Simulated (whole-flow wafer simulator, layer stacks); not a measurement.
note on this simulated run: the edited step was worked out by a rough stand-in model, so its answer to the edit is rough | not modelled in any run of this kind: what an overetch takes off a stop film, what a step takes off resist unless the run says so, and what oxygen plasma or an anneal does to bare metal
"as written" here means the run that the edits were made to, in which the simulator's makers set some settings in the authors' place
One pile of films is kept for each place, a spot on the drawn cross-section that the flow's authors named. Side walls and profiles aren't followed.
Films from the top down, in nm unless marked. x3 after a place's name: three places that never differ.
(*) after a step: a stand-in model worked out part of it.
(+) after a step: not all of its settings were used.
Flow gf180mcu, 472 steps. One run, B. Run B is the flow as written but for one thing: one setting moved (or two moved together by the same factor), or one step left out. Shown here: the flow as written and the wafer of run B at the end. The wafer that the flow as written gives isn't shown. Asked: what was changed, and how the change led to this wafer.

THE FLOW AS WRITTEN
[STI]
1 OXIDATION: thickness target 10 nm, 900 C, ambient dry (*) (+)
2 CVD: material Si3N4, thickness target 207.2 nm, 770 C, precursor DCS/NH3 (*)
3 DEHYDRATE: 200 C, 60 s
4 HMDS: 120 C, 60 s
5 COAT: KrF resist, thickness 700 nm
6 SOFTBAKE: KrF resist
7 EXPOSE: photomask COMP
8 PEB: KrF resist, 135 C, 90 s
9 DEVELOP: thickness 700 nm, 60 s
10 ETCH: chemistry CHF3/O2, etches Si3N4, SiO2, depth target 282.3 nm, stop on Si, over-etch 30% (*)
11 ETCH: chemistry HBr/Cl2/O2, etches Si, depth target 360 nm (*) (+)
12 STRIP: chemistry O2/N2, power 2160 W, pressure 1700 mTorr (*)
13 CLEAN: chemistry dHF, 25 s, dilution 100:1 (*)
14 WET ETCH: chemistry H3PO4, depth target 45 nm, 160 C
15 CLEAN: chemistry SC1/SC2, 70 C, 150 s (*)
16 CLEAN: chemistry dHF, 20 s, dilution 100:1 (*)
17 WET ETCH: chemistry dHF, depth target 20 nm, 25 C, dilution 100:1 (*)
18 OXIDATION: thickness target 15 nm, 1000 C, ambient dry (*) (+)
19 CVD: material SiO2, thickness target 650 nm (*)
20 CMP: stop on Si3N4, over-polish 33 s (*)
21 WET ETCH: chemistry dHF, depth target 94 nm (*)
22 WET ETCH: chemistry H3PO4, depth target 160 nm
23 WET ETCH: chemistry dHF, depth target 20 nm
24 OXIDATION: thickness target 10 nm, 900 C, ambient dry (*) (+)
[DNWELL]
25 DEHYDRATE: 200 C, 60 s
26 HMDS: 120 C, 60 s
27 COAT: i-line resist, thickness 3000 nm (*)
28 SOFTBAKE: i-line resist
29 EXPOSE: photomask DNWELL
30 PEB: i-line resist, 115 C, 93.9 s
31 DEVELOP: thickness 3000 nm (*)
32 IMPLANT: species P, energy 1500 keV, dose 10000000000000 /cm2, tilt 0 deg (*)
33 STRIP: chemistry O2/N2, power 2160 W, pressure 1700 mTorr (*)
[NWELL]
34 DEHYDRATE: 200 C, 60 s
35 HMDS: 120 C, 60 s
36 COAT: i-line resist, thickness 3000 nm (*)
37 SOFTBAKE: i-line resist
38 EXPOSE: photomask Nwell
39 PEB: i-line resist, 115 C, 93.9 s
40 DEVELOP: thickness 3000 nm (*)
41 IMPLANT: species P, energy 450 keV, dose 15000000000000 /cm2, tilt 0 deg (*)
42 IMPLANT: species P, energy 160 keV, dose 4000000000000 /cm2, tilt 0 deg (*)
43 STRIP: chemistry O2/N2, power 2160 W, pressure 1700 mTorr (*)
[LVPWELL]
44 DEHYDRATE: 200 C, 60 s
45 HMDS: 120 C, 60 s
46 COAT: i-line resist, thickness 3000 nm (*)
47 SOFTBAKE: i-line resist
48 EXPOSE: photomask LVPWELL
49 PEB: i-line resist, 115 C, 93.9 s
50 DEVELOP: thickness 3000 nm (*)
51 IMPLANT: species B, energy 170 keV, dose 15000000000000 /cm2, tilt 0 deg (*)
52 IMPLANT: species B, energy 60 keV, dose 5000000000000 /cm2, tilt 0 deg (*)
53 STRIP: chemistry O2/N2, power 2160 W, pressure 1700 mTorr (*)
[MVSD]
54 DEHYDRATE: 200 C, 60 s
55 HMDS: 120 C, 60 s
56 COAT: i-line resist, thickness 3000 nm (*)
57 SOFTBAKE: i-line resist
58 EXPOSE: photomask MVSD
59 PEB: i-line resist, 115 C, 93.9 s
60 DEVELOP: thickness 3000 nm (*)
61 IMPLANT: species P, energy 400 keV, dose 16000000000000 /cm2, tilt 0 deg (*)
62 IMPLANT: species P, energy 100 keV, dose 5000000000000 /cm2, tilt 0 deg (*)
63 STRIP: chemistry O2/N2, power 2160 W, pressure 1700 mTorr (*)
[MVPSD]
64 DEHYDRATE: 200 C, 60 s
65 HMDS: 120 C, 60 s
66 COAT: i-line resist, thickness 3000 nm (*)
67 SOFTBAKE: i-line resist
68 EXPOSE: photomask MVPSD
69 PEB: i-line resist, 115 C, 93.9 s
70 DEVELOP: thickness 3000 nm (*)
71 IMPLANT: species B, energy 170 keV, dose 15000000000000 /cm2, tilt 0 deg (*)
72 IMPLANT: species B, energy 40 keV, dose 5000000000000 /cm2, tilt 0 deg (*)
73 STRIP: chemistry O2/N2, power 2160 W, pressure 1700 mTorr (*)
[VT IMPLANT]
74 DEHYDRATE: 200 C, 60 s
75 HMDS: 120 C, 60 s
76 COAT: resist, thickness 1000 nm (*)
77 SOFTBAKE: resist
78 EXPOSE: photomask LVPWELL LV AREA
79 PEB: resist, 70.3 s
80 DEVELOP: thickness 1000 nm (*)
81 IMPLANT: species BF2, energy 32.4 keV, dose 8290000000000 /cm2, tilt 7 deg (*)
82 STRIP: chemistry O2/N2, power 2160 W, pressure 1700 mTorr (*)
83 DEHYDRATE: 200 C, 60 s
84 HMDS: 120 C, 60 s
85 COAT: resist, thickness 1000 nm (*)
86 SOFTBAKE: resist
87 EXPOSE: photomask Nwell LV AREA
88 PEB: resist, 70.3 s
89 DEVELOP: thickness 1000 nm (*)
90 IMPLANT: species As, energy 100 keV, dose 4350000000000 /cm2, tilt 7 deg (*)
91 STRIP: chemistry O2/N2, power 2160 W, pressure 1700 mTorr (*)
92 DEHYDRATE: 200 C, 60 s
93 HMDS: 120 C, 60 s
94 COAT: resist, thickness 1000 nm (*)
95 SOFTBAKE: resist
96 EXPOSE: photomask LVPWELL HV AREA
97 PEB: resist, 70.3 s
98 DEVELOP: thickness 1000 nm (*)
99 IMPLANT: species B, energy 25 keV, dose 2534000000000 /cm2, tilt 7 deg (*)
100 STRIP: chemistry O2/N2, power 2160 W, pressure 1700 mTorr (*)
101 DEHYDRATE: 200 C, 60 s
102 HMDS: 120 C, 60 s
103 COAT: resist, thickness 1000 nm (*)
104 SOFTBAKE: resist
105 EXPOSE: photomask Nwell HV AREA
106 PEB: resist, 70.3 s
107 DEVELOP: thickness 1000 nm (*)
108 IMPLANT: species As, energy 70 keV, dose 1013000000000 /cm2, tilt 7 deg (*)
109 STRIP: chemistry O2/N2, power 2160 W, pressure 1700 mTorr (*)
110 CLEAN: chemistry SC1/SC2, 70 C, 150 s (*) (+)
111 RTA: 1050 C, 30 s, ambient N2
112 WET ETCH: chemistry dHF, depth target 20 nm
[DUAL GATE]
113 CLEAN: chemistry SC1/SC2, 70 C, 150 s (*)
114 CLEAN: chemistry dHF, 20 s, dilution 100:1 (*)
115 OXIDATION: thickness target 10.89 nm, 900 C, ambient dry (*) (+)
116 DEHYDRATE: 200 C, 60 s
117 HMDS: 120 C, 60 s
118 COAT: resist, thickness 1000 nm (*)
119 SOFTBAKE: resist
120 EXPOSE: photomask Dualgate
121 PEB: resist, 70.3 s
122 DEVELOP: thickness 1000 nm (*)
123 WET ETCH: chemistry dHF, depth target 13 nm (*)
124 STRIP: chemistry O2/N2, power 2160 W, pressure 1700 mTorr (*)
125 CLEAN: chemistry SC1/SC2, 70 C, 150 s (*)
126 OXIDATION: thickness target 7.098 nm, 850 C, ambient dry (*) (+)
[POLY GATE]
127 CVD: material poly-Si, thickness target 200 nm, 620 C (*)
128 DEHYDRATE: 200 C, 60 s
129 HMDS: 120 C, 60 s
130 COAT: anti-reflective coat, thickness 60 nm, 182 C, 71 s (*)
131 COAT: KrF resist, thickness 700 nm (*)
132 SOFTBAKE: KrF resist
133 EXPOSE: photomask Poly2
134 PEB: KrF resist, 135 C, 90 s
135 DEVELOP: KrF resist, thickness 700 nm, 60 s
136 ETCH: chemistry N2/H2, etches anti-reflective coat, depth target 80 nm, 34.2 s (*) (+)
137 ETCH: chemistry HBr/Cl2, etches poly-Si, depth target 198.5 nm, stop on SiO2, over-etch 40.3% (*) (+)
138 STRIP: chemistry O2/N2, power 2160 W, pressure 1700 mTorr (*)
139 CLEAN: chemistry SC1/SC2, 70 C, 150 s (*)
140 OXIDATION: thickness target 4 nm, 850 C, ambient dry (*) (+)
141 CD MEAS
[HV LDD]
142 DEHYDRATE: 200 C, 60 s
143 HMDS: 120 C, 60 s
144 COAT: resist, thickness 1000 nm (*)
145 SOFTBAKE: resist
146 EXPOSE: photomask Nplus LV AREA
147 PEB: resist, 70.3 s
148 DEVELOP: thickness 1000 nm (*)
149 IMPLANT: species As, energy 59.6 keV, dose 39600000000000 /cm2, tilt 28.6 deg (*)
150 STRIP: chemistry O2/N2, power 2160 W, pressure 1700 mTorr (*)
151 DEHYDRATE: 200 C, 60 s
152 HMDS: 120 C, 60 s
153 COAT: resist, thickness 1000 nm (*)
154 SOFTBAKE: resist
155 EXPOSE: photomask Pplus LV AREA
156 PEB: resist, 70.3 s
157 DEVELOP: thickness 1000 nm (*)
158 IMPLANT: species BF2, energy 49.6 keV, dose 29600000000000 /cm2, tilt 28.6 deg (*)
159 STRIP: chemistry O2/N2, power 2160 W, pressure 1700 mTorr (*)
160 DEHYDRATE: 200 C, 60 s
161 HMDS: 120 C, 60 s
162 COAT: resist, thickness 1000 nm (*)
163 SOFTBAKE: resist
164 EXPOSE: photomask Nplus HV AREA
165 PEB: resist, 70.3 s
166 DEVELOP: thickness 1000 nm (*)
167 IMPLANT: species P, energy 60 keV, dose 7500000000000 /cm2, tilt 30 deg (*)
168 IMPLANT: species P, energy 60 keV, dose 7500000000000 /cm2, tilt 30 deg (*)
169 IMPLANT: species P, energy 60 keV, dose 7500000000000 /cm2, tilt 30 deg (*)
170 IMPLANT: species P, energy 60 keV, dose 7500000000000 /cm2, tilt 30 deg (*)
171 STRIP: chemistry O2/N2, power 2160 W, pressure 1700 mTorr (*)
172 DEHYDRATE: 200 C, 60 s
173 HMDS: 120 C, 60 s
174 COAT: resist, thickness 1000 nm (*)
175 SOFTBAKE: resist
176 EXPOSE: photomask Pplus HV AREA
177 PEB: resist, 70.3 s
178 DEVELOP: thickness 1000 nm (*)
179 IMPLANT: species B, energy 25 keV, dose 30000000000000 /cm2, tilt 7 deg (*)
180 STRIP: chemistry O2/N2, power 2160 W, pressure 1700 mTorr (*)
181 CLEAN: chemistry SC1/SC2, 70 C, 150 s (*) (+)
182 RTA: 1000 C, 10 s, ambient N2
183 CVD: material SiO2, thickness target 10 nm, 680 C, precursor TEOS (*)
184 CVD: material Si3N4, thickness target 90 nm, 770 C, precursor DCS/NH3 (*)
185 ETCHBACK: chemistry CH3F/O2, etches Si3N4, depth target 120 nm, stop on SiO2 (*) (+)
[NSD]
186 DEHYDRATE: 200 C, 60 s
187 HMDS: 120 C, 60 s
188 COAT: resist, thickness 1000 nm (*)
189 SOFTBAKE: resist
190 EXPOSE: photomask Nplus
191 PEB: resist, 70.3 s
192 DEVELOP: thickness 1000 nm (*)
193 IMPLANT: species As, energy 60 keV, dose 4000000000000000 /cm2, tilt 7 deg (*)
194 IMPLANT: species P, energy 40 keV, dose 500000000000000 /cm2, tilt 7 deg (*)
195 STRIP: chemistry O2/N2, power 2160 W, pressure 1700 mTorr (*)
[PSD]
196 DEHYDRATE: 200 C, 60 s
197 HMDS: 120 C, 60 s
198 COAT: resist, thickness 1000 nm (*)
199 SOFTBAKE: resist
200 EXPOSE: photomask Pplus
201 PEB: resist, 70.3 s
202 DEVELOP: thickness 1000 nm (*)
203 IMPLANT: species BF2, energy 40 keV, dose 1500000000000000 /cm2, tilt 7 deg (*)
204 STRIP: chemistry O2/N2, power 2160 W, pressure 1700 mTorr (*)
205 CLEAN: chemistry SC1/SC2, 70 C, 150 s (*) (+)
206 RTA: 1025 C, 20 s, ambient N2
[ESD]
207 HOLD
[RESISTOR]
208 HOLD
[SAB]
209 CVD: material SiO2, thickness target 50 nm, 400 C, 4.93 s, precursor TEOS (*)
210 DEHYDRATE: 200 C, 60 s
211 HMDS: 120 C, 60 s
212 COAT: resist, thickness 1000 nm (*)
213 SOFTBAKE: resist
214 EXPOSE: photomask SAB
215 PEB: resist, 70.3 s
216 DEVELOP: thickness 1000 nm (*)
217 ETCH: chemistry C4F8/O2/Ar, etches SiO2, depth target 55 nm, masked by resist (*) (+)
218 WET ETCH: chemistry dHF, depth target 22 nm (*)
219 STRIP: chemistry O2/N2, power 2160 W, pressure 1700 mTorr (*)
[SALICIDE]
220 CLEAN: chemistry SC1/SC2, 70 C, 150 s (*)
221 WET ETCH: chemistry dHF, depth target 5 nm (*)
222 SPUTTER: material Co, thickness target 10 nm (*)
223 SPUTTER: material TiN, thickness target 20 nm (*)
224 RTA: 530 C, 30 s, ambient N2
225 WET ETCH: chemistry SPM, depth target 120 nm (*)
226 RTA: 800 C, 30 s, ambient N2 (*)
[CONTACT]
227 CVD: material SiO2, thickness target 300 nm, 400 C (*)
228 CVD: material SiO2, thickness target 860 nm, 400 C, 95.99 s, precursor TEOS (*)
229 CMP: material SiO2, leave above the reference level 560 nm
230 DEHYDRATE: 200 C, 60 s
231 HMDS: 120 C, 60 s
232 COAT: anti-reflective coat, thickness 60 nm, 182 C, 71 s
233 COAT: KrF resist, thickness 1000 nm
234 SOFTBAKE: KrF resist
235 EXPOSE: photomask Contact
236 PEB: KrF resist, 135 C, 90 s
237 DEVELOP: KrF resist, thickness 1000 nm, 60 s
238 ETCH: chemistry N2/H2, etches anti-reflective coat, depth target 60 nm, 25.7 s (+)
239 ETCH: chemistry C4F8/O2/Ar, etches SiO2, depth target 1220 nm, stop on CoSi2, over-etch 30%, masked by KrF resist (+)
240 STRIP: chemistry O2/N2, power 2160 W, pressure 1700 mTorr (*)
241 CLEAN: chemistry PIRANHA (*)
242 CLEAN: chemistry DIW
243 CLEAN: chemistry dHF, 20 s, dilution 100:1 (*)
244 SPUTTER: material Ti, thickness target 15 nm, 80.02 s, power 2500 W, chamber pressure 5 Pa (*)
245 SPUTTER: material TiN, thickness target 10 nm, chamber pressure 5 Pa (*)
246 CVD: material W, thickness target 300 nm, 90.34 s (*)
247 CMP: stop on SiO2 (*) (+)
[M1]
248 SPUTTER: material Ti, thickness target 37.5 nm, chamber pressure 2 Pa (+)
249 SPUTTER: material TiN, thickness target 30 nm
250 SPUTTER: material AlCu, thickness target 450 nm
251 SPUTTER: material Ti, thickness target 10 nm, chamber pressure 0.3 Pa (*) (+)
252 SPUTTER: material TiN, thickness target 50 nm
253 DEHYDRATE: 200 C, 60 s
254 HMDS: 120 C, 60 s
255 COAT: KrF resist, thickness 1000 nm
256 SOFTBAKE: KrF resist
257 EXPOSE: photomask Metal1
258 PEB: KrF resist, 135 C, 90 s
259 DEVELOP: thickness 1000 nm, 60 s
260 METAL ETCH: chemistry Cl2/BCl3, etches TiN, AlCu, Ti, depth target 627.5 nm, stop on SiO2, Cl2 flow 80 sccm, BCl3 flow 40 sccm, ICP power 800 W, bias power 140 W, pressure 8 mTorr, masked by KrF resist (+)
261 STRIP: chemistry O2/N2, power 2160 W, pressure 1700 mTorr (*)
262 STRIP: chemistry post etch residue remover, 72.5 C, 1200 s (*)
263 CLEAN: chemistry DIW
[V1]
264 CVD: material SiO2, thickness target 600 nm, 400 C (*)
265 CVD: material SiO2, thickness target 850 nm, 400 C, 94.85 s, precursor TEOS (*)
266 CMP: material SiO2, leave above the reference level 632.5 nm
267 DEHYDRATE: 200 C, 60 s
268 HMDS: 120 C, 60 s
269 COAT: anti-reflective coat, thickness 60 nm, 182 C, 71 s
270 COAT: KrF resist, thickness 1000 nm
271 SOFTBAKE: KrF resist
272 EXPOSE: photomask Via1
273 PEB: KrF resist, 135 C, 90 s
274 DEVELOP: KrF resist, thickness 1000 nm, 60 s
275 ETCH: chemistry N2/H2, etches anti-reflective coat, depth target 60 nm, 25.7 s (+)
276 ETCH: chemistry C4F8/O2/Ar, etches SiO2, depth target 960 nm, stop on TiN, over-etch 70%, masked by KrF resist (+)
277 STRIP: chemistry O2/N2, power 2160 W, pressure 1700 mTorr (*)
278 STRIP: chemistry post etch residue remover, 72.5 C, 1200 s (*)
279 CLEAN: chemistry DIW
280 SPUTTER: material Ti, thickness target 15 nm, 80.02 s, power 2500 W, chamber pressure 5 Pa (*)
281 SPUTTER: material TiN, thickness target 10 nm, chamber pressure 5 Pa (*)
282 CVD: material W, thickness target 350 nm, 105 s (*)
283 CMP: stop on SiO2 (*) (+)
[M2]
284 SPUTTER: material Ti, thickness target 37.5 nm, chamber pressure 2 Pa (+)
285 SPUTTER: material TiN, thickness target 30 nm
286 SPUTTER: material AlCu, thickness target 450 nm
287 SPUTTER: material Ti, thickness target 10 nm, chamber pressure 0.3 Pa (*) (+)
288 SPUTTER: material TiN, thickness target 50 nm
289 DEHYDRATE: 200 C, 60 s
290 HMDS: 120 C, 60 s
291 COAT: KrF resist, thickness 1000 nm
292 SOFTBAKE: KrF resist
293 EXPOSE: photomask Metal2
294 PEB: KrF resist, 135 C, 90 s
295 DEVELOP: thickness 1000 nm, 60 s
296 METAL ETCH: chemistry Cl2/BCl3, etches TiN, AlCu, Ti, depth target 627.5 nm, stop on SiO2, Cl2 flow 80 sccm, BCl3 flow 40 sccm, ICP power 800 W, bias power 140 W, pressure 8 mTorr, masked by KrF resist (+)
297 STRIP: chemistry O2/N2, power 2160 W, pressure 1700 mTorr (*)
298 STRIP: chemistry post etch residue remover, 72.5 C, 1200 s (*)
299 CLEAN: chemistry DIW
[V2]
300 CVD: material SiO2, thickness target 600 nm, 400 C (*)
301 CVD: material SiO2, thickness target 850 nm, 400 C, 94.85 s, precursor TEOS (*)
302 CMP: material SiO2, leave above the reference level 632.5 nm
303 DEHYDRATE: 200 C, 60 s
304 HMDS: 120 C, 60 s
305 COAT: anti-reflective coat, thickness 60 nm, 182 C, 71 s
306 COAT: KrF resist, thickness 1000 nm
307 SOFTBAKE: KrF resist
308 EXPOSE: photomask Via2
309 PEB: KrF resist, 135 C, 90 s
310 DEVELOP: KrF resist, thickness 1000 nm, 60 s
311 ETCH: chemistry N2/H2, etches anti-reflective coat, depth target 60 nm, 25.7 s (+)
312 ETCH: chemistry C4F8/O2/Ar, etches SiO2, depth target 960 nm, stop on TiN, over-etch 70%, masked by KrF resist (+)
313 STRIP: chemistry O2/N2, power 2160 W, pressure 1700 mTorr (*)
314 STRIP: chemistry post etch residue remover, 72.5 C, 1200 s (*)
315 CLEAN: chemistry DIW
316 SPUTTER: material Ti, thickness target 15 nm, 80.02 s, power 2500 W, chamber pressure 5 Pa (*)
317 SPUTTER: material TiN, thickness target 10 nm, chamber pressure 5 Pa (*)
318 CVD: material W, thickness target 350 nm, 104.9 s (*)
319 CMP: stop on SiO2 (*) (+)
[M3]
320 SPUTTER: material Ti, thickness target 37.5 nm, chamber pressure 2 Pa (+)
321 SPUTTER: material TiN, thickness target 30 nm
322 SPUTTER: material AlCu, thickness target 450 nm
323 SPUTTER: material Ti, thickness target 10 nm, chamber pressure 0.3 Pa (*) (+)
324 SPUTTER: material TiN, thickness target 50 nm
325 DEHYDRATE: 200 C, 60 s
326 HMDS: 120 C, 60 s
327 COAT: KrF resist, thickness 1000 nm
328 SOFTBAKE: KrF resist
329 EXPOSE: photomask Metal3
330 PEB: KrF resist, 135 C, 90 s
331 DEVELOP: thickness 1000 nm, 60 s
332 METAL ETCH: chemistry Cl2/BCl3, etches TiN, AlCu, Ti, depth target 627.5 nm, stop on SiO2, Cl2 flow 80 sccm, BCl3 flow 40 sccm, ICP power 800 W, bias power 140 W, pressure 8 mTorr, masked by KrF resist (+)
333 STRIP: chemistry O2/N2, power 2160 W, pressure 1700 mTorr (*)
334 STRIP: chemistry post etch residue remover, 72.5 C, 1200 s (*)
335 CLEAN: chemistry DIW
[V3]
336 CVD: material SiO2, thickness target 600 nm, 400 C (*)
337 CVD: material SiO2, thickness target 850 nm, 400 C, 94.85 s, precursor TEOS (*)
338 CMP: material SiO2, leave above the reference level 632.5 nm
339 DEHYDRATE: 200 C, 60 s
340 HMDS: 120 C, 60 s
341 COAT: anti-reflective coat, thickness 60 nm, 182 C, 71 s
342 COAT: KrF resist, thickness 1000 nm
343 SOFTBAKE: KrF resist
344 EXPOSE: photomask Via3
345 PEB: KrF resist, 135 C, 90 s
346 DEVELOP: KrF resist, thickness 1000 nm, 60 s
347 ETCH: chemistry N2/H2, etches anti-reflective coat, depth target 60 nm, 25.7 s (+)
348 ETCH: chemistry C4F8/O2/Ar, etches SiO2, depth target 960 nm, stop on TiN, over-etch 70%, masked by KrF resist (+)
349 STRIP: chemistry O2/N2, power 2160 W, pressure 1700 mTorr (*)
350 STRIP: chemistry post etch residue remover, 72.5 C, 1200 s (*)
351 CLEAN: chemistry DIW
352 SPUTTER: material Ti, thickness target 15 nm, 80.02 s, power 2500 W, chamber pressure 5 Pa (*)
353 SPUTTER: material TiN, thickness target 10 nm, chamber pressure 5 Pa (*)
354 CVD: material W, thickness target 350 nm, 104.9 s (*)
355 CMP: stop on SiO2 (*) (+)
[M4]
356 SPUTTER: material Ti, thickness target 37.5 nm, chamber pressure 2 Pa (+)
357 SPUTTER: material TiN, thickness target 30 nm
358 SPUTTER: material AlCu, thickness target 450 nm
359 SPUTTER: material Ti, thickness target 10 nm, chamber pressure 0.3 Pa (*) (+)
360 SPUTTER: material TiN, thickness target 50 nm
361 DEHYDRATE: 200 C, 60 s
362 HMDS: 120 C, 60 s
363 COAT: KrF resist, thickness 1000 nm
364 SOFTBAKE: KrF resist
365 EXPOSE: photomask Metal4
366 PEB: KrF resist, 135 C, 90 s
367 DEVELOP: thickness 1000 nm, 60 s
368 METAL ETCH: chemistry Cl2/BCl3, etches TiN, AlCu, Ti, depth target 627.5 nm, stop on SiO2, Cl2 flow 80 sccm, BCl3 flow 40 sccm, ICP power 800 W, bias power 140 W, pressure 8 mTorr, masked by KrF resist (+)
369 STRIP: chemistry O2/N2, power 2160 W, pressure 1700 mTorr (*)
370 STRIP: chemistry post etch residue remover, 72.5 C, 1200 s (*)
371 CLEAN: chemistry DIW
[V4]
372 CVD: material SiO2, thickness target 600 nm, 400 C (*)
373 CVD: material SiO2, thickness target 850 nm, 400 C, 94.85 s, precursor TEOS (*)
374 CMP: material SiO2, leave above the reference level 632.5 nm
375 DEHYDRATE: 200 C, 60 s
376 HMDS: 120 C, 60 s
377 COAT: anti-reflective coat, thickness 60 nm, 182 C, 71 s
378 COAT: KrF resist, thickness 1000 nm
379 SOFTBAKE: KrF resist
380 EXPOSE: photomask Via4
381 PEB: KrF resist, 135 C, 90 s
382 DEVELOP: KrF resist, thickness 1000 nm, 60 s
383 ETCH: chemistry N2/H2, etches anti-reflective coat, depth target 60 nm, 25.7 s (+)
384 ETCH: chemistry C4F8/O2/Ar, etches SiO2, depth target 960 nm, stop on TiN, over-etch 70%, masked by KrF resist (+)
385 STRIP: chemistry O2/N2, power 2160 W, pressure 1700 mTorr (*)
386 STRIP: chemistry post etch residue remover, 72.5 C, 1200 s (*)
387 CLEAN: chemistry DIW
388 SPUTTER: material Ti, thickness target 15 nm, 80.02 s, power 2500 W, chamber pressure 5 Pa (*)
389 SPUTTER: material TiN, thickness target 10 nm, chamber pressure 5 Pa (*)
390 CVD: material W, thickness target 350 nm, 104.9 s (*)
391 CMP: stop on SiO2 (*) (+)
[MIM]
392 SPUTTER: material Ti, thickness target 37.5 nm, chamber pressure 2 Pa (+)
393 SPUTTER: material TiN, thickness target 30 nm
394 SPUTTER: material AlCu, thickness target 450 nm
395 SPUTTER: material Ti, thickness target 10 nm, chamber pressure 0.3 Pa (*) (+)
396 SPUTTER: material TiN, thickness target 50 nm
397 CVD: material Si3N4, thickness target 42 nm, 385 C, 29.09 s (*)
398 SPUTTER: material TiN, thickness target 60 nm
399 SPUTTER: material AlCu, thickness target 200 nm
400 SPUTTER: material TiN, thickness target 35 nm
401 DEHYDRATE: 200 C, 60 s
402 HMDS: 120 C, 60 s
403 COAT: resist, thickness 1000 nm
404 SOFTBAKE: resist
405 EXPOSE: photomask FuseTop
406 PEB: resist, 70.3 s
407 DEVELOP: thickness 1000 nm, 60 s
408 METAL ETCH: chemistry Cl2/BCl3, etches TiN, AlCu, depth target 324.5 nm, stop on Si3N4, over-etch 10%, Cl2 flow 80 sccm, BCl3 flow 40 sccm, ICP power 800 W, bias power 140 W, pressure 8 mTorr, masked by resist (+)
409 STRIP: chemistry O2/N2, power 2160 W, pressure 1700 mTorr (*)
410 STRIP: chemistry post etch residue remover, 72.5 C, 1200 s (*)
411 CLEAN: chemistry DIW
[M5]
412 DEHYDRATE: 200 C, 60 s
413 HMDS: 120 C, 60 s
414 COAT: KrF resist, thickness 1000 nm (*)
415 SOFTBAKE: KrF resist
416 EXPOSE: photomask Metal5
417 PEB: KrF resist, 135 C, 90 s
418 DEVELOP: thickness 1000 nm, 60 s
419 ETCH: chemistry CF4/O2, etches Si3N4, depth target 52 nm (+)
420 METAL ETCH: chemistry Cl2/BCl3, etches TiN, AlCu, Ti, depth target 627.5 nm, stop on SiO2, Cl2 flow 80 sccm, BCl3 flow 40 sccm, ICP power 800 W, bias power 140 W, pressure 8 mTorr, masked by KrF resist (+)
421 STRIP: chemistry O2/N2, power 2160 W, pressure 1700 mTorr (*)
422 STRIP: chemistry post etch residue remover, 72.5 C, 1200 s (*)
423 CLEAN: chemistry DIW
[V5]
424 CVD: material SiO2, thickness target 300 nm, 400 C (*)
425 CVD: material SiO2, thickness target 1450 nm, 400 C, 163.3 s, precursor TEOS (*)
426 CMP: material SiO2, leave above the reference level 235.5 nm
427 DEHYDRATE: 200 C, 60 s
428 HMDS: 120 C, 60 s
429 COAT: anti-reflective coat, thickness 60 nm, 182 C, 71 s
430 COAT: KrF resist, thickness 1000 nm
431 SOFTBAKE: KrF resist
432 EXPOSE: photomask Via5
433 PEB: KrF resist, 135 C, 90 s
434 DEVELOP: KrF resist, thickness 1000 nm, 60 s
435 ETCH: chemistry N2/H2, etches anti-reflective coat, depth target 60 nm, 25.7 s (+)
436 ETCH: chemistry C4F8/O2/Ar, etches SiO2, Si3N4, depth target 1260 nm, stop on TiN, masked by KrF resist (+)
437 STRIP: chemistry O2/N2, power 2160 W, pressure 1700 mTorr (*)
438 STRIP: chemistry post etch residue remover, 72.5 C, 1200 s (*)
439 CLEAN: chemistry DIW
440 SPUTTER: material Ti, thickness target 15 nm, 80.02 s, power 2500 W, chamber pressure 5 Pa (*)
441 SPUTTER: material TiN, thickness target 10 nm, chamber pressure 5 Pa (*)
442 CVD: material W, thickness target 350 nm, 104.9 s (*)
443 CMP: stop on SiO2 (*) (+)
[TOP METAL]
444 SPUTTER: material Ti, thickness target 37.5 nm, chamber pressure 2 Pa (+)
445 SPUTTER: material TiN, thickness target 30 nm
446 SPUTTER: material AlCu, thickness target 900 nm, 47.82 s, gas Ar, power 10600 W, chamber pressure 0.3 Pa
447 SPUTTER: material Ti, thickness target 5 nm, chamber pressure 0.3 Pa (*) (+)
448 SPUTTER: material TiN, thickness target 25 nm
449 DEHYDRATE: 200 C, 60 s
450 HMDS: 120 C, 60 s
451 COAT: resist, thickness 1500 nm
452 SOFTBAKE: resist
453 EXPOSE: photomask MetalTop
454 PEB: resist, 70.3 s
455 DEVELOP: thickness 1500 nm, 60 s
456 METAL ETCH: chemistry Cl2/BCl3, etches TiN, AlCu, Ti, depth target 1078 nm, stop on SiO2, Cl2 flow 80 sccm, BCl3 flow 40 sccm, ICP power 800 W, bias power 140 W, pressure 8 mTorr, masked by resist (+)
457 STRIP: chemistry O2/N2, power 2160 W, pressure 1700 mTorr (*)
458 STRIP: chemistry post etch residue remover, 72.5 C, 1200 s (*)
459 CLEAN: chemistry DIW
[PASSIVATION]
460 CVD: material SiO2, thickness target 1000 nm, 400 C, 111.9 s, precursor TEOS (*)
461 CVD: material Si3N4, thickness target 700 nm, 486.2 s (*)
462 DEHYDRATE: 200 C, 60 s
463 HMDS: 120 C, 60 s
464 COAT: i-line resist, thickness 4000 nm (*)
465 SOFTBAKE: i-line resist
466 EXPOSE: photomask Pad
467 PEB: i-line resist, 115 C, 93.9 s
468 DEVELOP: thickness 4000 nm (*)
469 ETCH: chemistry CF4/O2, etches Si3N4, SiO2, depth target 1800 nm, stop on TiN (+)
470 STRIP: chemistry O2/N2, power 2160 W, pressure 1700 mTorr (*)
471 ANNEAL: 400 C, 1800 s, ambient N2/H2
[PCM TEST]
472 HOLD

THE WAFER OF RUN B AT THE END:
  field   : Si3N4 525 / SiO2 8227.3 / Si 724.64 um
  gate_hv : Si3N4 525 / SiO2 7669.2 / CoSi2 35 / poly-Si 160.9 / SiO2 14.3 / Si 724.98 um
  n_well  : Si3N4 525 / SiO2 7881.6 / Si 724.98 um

The cause: step 461, CVD: thickness target 525 nm was run, where the flow has thickness target 700 nm; step 461, CVD: 364.6 s was run, where the flow has 486.2 s.
It can be read off the wafer: field has Si3N4 525, and step 461 as written asks for 700 nm.

How the change led to this, step by step:
  461 CVD: material Si3N4, thickness target 700 nm, 486.2 s (*)
      field, field__w1, field__w2 and 109 more: Si3N4 +525 (new film) (as written it would be: Si3N4 +700 (new film))
  465 SOFTBAKE: i-line resist
      field__w11, field__w13: i-line resist +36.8 (as written it would be: i-line resist +37.6)
      mim, ppoly_u: i-line resist +36.7 (as written it would be: i-line resist +37.5)
      (and at 36 more places)
  469 ETCH: chemistry CF4/O2, etches Si3N4, SiO2, depth target 1800 nm, stop on TiN (+)
      pad: Si3N4 -525 (all of it), SiO2 -1000 (all of it) (as written it would be: Si3N4 -700 (all of it), SiO2 -1000 (all of it))
